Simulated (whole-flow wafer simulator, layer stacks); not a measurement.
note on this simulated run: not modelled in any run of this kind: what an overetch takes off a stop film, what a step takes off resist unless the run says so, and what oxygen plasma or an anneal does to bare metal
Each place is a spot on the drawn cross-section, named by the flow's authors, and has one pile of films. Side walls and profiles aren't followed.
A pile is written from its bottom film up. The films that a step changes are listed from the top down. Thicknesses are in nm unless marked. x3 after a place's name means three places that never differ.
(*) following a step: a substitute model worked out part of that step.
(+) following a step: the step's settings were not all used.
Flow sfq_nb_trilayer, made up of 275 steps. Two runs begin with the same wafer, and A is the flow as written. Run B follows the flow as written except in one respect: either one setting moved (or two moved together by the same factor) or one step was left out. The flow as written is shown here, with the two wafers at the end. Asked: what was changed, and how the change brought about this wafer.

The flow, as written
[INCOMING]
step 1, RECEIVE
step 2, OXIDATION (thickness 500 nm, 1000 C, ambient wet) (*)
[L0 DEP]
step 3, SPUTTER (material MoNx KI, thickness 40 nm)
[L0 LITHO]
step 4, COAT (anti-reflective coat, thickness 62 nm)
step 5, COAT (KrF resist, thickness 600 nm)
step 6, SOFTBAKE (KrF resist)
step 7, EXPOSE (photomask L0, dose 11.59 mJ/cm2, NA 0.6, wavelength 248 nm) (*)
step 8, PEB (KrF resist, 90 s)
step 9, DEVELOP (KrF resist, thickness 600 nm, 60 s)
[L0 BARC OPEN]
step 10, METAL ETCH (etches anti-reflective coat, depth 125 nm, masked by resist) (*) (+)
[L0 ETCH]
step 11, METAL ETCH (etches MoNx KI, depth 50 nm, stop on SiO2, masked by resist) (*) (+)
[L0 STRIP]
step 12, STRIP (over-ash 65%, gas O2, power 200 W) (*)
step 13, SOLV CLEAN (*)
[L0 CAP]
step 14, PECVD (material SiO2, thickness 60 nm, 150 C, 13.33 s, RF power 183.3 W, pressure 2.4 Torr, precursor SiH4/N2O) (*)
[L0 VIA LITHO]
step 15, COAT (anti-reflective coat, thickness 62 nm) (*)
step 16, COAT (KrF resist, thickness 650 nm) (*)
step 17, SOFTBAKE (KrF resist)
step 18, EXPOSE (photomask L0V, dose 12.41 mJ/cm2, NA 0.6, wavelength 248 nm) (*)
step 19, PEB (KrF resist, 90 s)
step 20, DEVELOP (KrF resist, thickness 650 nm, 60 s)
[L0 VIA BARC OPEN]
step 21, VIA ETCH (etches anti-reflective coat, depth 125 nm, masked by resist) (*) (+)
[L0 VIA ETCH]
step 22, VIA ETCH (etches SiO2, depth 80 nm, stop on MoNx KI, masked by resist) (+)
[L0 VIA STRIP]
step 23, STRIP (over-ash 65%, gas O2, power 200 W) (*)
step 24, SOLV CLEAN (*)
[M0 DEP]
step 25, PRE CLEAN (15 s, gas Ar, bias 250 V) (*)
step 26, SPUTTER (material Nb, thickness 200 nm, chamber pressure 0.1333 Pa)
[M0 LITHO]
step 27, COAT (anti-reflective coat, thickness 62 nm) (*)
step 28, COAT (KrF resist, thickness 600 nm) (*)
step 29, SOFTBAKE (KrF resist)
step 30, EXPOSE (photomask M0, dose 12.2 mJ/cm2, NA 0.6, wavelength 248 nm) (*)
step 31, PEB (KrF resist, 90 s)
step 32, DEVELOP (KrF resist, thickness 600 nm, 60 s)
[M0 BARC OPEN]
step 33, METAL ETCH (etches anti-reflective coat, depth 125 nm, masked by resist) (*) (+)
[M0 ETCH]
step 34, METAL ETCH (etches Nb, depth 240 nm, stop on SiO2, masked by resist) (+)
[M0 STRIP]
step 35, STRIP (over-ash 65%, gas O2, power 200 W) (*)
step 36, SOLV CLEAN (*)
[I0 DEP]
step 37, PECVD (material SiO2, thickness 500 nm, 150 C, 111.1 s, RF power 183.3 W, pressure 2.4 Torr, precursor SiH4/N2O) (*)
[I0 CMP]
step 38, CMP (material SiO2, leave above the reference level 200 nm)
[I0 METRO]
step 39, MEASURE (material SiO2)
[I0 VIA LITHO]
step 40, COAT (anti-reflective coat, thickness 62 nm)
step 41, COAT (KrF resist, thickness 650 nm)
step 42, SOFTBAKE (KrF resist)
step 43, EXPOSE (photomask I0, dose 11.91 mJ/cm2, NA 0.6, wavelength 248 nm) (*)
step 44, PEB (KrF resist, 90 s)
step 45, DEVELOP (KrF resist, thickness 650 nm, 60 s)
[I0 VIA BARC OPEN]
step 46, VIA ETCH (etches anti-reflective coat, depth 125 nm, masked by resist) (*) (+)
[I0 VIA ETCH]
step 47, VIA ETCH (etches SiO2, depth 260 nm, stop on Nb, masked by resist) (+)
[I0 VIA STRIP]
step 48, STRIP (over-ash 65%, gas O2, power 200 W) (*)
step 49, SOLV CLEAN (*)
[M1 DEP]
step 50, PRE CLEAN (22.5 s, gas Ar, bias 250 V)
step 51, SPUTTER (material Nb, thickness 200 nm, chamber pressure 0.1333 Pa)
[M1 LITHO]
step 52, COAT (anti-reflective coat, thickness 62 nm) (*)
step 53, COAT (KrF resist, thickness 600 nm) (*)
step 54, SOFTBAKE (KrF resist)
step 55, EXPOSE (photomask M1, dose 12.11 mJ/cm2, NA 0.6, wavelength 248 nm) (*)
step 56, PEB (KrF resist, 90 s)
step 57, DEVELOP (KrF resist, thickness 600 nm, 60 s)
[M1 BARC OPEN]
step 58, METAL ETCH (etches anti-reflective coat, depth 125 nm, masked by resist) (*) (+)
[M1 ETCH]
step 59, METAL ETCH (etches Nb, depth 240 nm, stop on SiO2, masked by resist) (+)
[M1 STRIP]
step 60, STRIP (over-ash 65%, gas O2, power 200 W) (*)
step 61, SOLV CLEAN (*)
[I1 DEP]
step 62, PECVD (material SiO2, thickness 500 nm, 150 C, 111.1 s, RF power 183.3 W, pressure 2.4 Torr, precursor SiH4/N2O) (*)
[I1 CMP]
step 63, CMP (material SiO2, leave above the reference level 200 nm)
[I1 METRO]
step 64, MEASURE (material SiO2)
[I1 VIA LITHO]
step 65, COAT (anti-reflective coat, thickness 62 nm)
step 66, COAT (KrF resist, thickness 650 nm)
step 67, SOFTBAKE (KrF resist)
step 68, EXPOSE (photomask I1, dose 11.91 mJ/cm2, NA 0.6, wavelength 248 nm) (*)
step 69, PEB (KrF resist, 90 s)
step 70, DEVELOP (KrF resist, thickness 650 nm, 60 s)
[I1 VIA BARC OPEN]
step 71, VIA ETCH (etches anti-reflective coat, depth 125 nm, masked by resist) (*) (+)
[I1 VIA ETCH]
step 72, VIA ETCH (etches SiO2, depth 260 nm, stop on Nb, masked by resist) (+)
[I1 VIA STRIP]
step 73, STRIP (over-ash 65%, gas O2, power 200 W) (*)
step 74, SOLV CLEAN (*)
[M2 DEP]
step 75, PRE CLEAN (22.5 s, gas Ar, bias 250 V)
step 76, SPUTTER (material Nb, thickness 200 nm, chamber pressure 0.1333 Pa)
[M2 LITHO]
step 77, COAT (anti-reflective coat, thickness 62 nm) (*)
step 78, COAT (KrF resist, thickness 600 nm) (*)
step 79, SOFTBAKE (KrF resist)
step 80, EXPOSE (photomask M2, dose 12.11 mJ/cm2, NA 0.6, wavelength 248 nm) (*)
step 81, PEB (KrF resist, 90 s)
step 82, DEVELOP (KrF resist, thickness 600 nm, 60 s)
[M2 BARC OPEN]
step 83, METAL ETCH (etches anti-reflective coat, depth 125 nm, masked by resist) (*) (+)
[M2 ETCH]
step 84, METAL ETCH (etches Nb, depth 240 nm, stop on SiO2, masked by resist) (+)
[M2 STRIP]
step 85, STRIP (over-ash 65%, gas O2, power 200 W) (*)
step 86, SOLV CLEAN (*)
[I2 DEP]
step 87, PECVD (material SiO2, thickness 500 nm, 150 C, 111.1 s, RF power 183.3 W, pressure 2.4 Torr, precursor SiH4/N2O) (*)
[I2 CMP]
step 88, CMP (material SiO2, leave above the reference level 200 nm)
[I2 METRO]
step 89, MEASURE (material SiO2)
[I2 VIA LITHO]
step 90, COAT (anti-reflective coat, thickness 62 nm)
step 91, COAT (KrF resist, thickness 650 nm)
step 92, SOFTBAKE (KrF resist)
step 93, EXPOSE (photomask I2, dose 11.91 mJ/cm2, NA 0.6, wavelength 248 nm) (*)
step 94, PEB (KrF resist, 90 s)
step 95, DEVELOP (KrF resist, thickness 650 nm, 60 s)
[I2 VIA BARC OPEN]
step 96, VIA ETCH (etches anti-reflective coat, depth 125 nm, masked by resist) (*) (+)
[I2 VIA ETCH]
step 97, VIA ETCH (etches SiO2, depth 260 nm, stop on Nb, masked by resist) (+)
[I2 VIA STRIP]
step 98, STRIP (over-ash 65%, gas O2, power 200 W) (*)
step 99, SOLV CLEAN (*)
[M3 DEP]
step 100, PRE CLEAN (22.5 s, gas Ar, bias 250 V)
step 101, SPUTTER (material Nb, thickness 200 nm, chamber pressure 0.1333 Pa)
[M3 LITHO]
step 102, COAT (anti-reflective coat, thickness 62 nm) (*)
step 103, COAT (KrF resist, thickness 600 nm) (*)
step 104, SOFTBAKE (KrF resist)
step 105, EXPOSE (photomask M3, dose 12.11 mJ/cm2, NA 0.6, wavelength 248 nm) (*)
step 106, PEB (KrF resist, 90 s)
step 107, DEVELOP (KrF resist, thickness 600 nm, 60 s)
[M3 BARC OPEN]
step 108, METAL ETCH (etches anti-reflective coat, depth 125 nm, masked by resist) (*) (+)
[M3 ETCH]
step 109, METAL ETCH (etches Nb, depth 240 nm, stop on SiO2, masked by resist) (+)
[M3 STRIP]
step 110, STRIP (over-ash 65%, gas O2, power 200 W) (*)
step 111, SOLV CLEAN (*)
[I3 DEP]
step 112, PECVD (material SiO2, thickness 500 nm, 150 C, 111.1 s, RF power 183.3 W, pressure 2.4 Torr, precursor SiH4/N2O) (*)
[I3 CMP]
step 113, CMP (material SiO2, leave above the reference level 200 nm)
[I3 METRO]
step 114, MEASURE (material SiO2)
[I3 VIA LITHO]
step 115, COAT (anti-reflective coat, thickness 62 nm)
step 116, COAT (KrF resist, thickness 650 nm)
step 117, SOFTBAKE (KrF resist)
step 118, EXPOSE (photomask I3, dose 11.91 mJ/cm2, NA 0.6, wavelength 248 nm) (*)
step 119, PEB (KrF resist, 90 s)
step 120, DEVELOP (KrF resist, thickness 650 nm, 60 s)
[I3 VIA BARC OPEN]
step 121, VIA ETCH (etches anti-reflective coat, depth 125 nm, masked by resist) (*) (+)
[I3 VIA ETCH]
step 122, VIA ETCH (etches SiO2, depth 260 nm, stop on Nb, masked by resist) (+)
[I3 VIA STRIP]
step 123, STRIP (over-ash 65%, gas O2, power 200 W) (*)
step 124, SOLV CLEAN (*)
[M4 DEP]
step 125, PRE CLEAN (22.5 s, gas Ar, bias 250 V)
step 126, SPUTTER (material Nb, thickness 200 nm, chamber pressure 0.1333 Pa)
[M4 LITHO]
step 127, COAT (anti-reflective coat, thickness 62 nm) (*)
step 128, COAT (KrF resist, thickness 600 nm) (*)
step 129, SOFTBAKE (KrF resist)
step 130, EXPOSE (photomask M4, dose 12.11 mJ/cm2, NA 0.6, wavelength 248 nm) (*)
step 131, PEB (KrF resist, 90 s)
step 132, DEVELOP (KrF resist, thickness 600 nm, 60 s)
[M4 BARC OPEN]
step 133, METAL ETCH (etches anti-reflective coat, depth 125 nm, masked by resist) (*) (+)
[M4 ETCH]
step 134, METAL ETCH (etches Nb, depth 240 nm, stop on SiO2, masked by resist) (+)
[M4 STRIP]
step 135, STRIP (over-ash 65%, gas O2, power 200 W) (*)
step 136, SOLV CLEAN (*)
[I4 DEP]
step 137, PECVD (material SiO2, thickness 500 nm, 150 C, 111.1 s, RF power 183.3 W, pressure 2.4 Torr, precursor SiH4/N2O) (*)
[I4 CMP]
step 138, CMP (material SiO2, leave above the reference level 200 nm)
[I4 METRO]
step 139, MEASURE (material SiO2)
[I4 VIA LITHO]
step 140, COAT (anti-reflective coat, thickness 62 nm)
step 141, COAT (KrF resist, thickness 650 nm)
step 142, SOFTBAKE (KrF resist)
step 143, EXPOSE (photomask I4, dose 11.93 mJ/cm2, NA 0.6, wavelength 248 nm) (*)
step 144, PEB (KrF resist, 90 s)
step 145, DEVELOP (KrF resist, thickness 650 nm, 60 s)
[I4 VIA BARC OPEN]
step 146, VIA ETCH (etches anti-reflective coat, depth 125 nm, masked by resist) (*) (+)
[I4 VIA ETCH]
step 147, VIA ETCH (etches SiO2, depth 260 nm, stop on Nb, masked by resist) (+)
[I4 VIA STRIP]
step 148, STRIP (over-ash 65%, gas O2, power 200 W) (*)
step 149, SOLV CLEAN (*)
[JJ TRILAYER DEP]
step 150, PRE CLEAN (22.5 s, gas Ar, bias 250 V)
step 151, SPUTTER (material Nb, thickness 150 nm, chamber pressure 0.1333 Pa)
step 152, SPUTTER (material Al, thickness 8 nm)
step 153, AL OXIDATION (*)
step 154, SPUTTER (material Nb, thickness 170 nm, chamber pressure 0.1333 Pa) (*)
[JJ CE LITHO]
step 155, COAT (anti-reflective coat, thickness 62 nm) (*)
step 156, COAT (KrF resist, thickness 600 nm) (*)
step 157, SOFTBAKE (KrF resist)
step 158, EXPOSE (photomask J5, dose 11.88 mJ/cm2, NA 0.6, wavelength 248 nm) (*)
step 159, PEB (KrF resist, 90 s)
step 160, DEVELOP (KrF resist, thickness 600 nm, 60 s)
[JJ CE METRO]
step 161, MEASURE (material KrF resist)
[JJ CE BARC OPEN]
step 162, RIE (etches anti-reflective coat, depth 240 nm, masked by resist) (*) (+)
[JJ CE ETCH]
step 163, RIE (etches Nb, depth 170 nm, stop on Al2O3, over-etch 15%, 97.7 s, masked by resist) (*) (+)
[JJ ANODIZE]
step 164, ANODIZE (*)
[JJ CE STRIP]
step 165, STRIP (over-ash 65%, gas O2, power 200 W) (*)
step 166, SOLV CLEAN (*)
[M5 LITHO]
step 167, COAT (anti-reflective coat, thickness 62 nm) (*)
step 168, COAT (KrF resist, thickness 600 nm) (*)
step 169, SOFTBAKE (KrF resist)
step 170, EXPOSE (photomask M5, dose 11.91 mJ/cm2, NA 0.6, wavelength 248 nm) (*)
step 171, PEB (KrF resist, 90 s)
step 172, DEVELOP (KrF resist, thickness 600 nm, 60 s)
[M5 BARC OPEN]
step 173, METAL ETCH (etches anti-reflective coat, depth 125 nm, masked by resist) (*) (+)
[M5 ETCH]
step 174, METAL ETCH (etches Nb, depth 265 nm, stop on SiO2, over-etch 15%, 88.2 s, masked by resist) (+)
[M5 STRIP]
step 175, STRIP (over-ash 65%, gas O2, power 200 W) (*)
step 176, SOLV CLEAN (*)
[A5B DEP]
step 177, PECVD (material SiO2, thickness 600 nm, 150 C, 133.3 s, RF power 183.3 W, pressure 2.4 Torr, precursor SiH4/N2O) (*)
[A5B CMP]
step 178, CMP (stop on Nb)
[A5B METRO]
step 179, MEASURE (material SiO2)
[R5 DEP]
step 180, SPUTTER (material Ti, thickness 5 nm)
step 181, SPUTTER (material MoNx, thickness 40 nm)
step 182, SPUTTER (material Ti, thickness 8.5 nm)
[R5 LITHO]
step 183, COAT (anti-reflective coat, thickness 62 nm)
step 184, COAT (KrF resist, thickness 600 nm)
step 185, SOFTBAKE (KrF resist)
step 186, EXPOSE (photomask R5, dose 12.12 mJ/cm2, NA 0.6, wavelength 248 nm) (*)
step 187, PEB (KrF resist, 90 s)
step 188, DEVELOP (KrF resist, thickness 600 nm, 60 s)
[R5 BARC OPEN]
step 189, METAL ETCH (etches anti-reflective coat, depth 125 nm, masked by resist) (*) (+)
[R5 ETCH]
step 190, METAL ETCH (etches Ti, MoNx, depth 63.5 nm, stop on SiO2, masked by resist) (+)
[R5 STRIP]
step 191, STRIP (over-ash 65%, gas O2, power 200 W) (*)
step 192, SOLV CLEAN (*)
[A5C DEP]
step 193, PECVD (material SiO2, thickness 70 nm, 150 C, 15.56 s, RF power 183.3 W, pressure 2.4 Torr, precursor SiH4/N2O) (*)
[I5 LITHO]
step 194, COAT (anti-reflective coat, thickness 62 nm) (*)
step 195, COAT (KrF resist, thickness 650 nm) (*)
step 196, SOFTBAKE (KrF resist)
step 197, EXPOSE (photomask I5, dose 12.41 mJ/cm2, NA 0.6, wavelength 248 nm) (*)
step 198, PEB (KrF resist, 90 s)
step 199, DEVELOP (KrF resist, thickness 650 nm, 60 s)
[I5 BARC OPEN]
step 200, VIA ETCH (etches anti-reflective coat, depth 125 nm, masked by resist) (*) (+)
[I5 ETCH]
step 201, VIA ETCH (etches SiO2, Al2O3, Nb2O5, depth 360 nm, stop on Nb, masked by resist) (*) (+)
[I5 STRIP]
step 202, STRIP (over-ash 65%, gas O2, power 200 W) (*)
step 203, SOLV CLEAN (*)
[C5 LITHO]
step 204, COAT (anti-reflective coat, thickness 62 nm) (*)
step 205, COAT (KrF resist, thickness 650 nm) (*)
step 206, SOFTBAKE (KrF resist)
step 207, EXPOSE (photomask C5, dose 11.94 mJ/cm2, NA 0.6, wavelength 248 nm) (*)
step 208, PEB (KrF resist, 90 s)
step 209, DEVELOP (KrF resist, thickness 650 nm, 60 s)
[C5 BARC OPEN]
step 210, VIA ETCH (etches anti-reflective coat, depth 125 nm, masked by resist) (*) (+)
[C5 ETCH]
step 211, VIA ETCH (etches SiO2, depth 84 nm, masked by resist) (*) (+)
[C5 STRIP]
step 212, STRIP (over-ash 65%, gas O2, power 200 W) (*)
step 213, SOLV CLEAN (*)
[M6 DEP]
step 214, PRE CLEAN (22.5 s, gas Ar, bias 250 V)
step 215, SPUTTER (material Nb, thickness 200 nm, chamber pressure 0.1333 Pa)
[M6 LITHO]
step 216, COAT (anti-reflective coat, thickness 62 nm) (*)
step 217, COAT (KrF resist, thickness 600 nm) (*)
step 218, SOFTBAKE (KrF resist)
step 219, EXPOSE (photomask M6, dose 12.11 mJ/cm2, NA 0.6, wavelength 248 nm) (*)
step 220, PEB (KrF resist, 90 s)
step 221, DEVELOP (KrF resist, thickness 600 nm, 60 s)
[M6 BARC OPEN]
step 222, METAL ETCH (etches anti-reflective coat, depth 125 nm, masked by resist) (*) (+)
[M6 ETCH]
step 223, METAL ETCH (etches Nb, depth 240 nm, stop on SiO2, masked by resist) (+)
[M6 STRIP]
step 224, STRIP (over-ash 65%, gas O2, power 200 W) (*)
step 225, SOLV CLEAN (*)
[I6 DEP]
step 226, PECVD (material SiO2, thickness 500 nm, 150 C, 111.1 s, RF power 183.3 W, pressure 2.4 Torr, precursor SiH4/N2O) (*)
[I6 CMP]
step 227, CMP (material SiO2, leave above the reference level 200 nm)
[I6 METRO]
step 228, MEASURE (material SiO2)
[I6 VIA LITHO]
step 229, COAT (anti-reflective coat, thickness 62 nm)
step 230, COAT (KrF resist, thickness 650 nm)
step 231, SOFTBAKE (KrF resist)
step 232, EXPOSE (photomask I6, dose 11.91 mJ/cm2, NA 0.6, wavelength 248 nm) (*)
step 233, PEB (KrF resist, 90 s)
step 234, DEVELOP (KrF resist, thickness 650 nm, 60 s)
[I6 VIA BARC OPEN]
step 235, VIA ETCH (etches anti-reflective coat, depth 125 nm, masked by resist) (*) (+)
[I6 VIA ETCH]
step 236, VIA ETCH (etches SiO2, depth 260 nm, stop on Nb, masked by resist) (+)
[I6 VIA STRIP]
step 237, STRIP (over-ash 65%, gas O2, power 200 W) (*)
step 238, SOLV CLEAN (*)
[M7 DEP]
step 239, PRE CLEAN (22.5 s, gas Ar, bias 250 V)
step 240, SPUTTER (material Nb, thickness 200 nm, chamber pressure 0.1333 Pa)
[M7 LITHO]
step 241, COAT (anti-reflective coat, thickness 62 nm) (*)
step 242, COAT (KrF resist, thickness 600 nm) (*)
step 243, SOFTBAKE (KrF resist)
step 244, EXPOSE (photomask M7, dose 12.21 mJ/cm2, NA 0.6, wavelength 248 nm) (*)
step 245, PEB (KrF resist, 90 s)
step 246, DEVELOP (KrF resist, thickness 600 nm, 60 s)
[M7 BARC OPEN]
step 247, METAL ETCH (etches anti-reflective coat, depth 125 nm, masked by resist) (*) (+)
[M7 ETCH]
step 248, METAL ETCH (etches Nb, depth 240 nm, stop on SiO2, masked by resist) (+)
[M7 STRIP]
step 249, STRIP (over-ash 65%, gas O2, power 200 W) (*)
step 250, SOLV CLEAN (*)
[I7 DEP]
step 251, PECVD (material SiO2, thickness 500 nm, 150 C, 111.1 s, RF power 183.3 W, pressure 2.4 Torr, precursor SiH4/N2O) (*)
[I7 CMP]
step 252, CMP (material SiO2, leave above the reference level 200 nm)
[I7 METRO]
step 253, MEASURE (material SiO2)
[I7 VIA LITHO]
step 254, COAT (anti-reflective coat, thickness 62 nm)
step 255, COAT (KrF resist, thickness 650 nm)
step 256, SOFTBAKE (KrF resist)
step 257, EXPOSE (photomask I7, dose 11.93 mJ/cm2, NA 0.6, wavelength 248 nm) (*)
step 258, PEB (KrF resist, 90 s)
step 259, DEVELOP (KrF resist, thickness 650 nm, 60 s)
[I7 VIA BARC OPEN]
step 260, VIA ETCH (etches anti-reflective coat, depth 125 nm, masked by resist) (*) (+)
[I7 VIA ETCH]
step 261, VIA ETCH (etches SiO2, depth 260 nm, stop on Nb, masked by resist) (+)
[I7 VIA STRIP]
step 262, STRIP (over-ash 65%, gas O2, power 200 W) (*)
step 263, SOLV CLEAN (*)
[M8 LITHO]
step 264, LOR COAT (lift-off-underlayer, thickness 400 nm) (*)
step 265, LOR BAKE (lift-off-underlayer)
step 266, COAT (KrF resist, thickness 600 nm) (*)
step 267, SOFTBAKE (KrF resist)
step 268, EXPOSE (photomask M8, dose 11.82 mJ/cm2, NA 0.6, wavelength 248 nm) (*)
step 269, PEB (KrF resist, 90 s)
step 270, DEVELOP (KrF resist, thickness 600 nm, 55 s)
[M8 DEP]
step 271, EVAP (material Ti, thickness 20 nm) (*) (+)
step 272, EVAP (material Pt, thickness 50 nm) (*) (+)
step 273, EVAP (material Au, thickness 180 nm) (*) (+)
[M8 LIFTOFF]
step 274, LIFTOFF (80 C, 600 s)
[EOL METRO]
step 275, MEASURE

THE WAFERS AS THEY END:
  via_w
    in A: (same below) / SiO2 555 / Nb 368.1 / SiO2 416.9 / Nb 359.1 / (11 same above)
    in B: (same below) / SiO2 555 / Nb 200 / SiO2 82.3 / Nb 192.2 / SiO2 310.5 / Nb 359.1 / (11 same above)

What caused this: step 47, VIA ETCH: depth 110 nm was run, while the flow as written has depth 260 nm.

How this came from the change, step by step:
  step 47, VIA ETCH (etches SiO2, depth 260 nm, stop on Nb, masked by resist) (+)
      via_w: A -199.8 SiO2 (all of it) | B -110 SiO2
      field_l, v_sur, via_wl and 102 more: A -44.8 KrF resist | B -19 KrF resist
  step 48, STRIP (over-ash 65%, gas O2, power 200 W) (*)
      field_l, v_sur, via_wl and 102 more: A -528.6 KrF resist (all of it), -62 anti-reflective coat (all of it) | B -554.5 KrF resist (all of it), -62 anti-reflective coat (all of it)
  step 50, PRE CLEAN (22.5 s, gas Ar, bias 250 V)
      via_w: A -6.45 Nb | B -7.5 SiO2
  step 51, SPUTTER (material Nb, thickness 200 nm, chamber pressure 0.1333 Pa)
      via_w: A +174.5 Nb | B +192.2 Nb (new film)
  step 52, COAT (anti-reflective coat, thickness 62 nm) (*)
      v_sur: A +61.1 anti-reflective coat (new film) | B +56.9 anti-reflective coat (new film)
      via_wl: A +33.8 anti-reflective coat (new film) | B +32.7 anti-reflective coat (new film)
      (and at 3 other places as well)
  step 53, COAT (KrF resist, thickness 600 nm) (*)
      via_w: A +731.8 KrF resist (new film) | B +654.5 KrF resist (new film)
      via_wr: A +602.1 KrF resist (new film) | B +614.6 KrF resist (new film)
  step 60, STRIP (over-ash 65%, gas O2, power 200 W) (*)
      v_sur: A -365.9 KrF resist (all of it), -61.1 anti-reflective coat (all of it) | B -376.8 KrF resist (all of it), -56.9 anti-reflective coat (all of it)
      via_wl: A -385.5 KrF resist (all of it), -33.8 anti-reflective coat (all of it) | B -396.9 KrF resist (all of it), -32.7 anti-reflective coat (all of it)
      (and at 3 other places as well)
  step 62, PECVD (material SiO2, thickness 500 nm, 150 C, 111.1 s, RF power 183.3 W, pressure 2.4 Torr, precursor SiH4/N2O) (*)
      via_w: A +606 SiO2 (new film) | B +500 SiO2 (new film)
Taking metal films that touch as one body, via_w has 6 bodies (between them, from the top down: SiO2 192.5; SiO2 427.3 / Al2O3 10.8 / Nb2O5 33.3; SiO2 425.9; SiO2 310.5; SiO2 82.3); the flow as written gives 5 bodies (between them, from the top down: SiO2 192.5; SiO2 427.3 / Al2O3 10.8 / Nb2O5 33.3; SiO2 425.9; SiO2 416.9).
